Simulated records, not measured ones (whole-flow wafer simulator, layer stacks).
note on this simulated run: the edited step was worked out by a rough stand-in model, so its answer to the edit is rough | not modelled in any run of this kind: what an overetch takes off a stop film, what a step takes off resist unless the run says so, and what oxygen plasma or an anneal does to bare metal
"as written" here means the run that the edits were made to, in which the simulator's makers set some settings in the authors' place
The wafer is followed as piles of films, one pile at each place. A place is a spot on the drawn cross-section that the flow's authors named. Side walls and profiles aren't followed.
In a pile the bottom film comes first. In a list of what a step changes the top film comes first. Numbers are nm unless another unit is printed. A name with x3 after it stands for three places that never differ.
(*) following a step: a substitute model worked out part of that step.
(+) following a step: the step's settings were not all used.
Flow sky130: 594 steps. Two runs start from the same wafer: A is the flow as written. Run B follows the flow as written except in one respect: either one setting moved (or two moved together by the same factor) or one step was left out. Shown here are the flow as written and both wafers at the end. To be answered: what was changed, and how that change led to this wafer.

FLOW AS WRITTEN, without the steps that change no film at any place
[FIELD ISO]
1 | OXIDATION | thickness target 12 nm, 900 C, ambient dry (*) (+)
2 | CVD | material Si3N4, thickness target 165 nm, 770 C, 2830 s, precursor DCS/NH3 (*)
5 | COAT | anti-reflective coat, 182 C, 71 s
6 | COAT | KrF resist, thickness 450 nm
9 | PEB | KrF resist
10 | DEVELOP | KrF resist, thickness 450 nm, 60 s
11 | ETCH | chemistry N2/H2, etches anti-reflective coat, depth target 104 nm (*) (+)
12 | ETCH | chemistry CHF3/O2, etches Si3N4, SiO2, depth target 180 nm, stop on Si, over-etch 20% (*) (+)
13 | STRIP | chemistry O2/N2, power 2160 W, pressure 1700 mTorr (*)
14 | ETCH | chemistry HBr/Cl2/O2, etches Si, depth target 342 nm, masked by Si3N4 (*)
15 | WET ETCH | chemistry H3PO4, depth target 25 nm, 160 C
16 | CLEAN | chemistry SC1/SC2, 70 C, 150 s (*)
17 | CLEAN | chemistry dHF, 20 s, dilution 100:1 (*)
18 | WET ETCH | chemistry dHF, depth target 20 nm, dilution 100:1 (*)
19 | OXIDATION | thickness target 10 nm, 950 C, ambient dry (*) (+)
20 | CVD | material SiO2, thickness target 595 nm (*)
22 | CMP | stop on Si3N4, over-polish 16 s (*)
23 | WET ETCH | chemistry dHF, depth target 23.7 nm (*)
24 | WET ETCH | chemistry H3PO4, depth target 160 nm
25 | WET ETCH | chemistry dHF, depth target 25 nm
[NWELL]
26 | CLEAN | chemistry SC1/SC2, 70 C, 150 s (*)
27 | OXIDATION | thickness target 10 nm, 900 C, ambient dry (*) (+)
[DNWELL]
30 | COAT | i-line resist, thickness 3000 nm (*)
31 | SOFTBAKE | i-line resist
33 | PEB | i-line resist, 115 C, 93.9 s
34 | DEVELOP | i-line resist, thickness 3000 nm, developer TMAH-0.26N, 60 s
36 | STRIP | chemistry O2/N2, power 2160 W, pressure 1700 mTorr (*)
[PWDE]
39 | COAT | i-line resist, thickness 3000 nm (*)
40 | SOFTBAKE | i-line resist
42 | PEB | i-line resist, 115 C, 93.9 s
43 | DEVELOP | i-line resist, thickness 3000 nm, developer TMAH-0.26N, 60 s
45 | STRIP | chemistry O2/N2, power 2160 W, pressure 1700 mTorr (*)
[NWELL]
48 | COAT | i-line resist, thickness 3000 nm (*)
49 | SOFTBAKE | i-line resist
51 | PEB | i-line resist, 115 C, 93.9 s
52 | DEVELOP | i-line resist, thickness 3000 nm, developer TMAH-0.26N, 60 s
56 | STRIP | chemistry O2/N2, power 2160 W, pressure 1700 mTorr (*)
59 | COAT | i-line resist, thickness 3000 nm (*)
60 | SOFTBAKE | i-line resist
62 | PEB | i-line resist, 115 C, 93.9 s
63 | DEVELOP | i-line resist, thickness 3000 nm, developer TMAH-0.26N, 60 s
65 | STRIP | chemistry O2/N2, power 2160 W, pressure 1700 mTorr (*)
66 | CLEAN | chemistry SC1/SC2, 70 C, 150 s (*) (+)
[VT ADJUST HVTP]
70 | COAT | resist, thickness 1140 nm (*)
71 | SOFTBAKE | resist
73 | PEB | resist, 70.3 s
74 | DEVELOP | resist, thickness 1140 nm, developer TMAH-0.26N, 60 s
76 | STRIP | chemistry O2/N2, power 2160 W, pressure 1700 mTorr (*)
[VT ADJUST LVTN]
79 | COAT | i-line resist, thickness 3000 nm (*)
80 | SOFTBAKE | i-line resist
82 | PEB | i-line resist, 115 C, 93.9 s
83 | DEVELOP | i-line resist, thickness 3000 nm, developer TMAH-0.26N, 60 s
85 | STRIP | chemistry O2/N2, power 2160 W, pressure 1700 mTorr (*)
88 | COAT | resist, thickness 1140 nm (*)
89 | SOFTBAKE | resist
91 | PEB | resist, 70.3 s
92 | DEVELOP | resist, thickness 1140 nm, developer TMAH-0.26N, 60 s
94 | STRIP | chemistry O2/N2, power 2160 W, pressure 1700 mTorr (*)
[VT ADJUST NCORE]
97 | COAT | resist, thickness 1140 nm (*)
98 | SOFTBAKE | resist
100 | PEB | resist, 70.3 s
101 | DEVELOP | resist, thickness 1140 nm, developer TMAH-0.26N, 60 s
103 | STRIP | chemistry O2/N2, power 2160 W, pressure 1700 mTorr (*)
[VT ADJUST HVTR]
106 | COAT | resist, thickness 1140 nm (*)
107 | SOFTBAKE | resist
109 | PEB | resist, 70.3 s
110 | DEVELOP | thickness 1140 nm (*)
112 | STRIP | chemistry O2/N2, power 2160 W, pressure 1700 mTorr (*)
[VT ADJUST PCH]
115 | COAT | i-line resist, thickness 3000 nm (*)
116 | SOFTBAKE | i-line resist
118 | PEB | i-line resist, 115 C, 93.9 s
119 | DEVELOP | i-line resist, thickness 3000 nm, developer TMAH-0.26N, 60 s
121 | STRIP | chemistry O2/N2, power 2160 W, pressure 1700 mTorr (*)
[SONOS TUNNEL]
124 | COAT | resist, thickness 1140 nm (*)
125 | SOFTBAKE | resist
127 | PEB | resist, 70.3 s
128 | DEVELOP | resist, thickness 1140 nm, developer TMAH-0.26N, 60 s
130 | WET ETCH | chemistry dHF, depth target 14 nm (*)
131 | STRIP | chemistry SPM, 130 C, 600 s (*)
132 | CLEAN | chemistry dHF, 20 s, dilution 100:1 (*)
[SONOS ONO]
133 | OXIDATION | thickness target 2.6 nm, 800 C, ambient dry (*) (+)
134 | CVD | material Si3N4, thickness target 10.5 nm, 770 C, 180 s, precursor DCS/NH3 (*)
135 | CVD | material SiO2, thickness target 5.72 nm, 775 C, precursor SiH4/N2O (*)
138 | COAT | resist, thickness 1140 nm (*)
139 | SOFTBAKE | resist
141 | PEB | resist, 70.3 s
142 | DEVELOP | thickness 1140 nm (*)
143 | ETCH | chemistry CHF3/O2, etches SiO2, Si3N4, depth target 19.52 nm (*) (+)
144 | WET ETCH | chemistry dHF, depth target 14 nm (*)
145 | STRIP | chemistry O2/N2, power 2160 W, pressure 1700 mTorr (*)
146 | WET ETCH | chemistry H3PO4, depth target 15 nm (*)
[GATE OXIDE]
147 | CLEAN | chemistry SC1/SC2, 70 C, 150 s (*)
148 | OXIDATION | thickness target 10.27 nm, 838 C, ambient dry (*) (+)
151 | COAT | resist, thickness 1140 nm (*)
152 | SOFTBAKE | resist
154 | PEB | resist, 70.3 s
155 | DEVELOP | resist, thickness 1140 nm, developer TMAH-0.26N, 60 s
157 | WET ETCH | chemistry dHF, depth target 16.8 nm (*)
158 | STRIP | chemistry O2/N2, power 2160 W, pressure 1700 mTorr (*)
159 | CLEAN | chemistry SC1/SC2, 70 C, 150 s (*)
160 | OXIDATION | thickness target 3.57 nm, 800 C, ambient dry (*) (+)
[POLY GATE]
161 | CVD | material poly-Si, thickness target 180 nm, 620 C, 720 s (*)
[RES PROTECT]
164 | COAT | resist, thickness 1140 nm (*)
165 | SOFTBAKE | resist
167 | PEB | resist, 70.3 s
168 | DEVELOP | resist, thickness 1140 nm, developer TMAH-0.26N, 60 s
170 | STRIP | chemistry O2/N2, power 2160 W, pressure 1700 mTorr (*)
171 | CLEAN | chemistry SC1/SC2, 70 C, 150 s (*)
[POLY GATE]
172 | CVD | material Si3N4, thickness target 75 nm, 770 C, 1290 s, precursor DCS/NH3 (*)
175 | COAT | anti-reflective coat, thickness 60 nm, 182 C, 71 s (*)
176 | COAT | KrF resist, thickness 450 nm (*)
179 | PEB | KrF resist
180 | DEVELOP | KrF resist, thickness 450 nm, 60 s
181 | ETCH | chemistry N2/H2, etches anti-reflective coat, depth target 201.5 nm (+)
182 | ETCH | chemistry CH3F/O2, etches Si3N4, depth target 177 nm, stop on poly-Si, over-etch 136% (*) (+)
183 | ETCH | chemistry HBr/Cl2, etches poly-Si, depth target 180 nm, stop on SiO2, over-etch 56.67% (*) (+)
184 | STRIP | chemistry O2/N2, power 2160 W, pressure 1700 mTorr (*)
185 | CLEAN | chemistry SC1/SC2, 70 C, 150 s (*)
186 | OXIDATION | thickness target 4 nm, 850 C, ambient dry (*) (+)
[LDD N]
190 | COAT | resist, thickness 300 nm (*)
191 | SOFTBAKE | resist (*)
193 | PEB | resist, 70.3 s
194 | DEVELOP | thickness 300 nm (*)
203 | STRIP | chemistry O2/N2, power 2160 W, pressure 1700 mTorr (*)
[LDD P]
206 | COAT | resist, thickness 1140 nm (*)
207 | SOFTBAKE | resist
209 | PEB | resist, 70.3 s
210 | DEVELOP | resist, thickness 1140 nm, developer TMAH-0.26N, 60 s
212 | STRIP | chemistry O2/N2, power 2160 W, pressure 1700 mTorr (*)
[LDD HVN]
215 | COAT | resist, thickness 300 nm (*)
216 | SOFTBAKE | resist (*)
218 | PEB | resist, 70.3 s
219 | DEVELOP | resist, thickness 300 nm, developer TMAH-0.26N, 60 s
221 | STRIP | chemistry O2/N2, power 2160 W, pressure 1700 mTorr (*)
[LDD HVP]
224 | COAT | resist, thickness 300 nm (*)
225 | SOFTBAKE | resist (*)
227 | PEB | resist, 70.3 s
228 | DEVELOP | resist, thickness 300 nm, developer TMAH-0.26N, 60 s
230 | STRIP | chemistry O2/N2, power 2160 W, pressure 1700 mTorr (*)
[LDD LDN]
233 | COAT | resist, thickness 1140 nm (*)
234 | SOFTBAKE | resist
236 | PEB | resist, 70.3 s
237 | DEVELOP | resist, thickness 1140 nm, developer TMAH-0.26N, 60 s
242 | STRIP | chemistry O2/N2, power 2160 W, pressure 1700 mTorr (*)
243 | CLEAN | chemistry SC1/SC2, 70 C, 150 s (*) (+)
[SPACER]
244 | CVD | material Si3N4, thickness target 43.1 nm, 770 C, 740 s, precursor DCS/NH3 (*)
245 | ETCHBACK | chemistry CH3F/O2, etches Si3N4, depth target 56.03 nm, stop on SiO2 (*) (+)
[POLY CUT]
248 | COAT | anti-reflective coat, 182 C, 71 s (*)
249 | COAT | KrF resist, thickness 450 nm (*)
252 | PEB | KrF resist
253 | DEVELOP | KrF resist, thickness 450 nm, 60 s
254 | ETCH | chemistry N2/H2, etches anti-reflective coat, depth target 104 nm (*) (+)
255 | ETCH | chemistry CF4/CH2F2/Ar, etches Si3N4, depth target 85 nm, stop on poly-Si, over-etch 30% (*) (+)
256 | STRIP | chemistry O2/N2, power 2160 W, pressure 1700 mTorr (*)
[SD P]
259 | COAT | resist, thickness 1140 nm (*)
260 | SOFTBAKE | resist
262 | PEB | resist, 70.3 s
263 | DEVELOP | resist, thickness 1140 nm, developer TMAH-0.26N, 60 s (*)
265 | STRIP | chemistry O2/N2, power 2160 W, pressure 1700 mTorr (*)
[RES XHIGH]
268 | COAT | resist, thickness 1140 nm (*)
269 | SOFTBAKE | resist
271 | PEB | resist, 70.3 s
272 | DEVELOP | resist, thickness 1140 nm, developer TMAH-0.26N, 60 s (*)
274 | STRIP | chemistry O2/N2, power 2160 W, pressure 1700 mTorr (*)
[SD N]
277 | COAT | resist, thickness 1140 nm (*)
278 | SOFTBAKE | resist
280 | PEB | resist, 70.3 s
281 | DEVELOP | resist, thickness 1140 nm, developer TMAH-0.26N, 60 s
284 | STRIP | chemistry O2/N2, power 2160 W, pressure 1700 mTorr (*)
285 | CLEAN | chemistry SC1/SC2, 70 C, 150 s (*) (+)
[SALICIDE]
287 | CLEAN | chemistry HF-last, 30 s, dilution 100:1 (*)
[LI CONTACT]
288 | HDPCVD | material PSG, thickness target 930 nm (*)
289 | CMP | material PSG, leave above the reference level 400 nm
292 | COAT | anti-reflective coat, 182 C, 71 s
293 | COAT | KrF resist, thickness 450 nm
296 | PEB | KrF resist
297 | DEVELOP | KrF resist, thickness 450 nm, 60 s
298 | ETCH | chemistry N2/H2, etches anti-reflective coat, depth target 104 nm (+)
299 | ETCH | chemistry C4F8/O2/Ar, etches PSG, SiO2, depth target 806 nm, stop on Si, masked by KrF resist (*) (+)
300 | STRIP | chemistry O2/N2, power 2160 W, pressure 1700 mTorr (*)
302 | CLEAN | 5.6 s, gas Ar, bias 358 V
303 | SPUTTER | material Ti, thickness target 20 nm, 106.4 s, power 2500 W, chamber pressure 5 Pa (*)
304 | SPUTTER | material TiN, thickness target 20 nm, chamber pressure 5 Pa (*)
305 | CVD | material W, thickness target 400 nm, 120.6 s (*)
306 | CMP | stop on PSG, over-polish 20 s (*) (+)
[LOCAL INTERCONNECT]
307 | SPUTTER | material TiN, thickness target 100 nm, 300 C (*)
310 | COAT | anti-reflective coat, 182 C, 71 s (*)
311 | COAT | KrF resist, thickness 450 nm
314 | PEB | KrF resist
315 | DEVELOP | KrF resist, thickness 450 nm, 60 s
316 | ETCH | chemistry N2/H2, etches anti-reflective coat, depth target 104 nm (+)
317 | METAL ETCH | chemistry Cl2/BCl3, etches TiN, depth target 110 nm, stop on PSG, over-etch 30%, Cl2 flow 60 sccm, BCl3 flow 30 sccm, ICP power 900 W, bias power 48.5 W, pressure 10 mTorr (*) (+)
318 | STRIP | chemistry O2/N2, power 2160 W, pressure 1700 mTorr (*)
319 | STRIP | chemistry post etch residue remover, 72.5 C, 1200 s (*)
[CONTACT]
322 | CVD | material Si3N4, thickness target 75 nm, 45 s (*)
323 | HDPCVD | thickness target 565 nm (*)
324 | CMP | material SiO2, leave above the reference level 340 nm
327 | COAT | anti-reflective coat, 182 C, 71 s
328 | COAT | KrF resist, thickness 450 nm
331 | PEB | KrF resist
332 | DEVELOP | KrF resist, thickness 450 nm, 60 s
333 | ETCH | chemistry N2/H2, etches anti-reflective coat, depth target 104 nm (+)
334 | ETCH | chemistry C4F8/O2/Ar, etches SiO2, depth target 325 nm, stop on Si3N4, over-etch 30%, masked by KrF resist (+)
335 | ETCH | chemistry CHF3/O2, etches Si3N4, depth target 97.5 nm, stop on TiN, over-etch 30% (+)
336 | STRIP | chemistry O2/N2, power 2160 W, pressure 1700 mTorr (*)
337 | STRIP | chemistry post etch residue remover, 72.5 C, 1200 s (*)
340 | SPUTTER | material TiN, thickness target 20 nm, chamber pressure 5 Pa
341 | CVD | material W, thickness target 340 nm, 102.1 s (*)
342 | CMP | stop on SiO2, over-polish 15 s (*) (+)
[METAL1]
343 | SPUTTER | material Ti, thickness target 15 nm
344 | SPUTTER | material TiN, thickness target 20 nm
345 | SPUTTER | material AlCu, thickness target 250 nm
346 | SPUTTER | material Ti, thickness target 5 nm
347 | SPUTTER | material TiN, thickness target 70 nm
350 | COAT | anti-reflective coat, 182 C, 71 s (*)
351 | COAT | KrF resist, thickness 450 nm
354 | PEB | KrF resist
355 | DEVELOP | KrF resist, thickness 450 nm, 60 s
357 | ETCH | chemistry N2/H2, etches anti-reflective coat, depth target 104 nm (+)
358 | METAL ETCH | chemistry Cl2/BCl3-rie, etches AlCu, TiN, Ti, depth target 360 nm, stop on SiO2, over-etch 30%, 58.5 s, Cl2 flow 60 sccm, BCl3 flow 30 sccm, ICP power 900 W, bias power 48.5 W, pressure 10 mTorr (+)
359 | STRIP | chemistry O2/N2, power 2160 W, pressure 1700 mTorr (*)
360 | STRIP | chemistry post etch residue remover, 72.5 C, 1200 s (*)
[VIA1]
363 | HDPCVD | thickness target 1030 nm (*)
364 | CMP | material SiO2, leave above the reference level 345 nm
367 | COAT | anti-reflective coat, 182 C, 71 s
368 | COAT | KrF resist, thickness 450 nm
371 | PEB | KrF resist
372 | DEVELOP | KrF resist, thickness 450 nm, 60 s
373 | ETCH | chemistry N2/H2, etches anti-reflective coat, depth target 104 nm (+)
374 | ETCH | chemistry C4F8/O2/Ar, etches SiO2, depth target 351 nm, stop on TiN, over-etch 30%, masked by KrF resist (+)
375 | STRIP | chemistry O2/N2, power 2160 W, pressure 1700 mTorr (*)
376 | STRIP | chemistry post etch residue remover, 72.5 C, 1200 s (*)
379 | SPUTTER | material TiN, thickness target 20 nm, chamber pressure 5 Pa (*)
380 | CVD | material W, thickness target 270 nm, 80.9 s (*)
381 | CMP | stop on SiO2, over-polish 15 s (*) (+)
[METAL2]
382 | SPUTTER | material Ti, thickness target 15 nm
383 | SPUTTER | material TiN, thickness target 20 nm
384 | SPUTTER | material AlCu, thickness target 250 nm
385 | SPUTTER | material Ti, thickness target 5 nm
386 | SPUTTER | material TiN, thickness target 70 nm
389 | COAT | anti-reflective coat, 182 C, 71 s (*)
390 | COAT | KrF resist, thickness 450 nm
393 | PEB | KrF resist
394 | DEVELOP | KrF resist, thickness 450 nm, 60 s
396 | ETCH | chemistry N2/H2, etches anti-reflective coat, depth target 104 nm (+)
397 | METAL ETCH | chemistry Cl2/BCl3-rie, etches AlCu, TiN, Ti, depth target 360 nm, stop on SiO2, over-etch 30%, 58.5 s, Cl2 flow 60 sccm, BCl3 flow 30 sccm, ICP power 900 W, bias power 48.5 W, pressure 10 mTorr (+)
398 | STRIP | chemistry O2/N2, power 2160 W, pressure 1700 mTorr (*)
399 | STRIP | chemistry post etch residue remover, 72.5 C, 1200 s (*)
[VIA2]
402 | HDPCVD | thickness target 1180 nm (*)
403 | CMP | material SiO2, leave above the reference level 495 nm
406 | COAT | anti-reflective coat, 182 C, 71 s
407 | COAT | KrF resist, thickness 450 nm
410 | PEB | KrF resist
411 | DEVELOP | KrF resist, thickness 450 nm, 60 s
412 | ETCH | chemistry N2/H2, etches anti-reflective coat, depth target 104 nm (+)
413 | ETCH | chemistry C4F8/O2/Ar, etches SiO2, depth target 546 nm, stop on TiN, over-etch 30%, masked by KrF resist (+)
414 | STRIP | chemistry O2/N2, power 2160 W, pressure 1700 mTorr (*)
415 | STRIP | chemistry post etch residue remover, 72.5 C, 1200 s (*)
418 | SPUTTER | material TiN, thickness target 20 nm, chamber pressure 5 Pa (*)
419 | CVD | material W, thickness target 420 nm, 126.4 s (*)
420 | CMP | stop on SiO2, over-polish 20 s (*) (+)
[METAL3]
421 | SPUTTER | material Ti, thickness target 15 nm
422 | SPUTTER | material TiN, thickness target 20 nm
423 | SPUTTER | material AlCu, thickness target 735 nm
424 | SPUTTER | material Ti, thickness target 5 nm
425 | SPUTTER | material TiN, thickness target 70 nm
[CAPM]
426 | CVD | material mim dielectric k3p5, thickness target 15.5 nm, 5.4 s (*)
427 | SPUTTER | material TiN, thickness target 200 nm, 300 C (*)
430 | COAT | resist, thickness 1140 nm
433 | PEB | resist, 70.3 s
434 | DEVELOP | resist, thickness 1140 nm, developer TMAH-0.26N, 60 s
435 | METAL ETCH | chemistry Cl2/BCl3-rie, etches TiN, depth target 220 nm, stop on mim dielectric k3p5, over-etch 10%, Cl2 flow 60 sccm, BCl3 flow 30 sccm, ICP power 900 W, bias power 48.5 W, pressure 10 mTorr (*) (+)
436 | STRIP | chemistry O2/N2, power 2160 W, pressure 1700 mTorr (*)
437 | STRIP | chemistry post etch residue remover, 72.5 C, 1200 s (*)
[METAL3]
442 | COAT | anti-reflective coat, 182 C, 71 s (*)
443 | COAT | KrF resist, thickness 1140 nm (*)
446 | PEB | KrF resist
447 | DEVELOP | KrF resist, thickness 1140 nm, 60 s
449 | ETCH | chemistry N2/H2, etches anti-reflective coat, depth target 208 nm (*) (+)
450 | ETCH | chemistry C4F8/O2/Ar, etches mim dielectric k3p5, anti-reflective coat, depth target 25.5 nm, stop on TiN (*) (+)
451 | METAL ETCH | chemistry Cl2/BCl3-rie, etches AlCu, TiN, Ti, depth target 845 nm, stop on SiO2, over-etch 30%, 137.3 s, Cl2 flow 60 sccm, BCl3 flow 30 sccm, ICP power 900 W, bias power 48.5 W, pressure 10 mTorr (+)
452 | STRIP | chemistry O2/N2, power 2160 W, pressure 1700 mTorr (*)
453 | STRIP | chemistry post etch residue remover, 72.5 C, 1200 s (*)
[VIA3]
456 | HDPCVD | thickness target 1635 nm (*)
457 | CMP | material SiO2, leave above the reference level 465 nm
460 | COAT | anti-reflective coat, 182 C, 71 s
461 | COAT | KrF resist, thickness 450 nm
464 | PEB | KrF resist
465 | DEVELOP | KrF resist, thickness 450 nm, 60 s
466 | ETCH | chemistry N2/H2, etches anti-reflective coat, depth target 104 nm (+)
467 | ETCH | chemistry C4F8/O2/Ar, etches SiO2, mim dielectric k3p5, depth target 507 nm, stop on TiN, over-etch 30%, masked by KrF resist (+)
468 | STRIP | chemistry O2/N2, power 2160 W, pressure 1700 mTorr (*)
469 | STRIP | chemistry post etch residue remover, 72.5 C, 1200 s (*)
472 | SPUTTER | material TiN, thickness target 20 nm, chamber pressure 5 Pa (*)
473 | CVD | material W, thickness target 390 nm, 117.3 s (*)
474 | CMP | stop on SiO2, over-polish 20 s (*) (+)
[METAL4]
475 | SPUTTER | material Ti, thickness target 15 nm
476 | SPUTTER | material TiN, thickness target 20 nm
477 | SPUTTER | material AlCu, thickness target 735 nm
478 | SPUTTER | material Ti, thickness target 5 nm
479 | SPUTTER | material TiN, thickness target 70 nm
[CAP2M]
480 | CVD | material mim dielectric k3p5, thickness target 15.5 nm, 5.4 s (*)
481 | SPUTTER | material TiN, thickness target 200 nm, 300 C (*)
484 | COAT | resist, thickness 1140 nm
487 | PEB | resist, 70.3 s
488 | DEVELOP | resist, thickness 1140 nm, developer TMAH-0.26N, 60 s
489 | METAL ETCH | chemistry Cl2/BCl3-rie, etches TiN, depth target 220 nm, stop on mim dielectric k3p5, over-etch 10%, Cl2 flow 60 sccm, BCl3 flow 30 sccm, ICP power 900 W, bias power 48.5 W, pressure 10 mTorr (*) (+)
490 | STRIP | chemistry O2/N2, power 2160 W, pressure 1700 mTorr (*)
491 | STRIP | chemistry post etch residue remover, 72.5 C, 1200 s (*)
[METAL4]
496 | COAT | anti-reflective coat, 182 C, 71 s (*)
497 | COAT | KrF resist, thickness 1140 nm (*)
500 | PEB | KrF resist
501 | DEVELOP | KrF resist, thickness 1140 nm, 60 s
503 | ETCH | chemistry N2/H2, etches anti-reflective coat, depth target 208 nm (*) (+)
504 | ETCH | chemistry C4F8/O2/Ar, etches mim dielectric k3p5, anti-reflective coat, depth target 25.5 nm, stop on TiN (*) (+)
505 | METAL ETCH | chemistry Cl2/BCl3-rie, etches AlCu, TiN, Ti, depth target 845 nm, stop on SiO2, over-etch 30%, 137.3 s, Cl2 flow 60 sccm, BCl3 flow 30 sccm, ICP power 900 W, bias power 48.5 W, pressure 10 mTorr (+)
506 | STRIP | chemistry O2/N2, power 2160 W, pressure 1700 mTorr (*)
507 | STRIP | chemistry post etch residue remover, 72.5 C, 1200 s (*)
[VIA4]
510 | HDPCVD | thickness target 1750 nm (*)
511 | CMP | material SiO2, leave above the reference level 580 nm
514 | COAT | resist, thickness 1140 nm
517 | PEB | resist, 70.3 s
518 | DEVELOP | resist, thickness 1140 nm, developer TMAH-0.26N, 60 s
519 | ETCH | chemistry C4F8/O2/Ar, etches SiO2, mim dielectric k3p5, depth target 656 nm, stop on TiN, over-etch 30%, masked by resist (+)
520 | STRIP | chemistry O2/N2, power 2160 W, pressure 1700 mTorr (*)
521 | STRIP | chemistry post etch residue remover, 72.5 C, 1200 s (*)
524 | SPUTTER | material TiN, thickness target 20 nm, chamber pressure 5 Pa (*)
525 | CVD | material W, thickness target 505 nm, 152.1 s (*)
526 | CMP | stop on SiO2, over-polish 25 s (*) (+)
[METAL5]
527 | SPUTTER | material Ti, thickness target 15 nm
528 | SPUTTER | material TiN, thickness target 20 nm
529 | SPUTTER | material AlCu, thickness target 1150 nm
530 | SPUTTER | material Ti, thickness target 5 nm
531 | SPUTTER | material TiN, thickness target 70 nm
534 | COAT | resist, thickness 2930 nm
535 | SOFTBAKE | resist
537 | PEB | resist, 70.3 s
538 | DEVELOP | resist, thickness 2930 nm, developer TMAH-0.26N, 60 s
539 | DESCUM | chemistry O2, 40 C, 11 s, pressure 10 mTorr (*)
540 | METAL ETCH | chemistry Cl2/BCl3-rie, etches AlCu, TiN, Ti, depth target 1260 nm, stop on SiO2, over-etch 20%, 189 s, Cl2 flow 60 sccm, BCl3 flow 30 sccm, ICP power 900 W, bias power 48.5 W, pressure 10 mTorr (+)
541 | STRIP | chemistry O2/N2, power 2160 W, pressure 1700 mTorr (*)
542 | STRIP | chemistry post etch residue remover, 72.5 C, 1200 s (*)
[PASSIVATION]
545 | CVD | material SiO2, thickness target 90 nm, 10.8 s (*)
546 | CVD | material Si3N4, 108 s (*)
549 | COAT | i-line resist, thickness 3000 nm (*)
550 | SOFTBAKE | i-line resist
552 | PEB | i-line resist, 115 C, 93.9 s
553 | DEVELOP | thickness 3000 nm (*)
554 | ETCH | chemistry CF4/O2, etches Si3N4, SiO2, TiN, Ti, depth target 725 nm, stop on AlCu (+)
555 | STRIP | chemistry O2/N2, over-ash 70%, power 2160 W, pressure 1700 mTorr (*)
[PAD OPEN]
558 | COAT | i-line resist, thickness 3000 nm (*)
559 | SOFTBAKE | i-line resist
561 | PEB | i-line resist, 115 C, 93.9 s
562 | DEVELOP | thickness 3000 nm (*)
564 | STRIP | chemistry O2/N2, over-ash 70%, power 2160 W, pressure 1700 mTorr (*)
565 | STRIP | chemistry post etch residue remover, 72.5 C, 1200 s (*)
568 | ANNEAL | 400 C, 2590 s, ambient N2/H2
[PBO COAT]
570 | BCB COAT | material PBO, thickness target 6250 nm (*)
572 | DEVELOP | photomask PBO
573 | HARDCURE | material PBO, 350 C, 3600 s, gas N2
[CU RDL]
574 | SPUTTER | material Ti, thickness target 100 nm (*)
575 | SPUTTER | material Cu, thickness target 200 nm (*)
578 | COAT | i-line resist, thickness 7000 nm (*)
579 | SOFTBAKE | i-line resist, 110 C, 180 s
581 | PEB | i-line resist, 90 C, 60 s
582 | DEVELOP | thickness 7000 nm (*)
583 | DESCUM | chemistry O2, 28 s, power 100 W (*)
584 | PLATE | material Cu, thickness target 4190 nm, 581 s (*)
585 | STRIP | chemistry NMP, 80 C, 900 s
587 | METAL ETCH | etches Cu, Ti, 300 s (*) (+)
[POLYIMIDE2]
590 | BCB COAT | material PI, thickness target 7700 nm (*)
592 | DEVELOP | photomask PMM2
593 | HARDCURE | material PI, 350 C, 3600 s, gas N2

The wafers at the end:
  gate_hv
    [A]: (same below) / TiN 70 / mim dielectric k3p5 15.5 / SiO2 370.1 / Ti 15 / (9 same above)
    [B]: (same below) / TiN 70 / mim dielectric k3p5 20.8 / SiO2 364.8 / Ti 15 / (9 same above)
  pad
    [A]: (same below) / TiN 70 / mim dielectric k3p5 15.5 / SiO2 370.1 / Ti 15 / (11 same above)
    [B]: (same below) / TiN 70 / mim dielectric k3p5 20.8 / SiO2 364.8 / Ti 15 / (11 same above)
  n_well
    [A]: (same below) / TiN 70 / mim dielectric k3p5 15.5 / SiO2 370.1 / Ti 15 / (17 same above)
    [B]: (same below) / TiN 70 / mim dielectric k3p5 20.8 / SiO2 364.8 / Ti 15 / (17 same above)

What caused this: step 426, CVD: thickness target 20.8 nm was run, whereas the flow has thickness target 15.5 nm; step 426, CVD: 7.24 s was run, where the flow has 5.4 s.
The wafer lets one read it off: gate_hv has mim dielectric k3p5 20.8, and step 426 as written asks for 15.5 nm.

The path from the change to this, step by step:
  426 | CVD | material mim dielectric k3p5, thickness target 15.5 nm, 5.4 s (*)
      field, active, n_well and 188 more: A +15.5 mim dielectric k3p5 (new film) | B +20.8 mim dielectric k3p5 (new film)
  450 | ETCH | chemistry C4F8/O2/Ar, etches mim dielectric k3p5, anti-reflective coat, depth target 25.5 nm, stop on TiN (*) (+)
      n_well, p_well, gate_hv and 104 more: A -15.5 KrF resist | B -17 KrF resist
      field, active, gate and 82 more: A -15.5 mim dielectric k3p5 (all of it) | B -20.8 mim dielectric k3p5 (all of it)
  467 | ETCH | chemistry C4F8/O2/Ar, etches SiO2, mim dielectric k3p5, depth target 507 nm, stop on TiN, over-etch 30%, masked by KrF resist (+)
      m1: A -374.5 SiO2 (all of it), -15.5 mim dielectric k3p5 (all of it) | B -369.2 SiO2 (all of it), -20.8 mim dielectric k3p5 (all of it)
      via3_hole: A -373.9 SiO2 (all of it), -15.5 mim dielectric k3p5 (all of it) | B -368.6 SiO2 (all of it), -20.8 mim dielectric k3p5 (all of it)
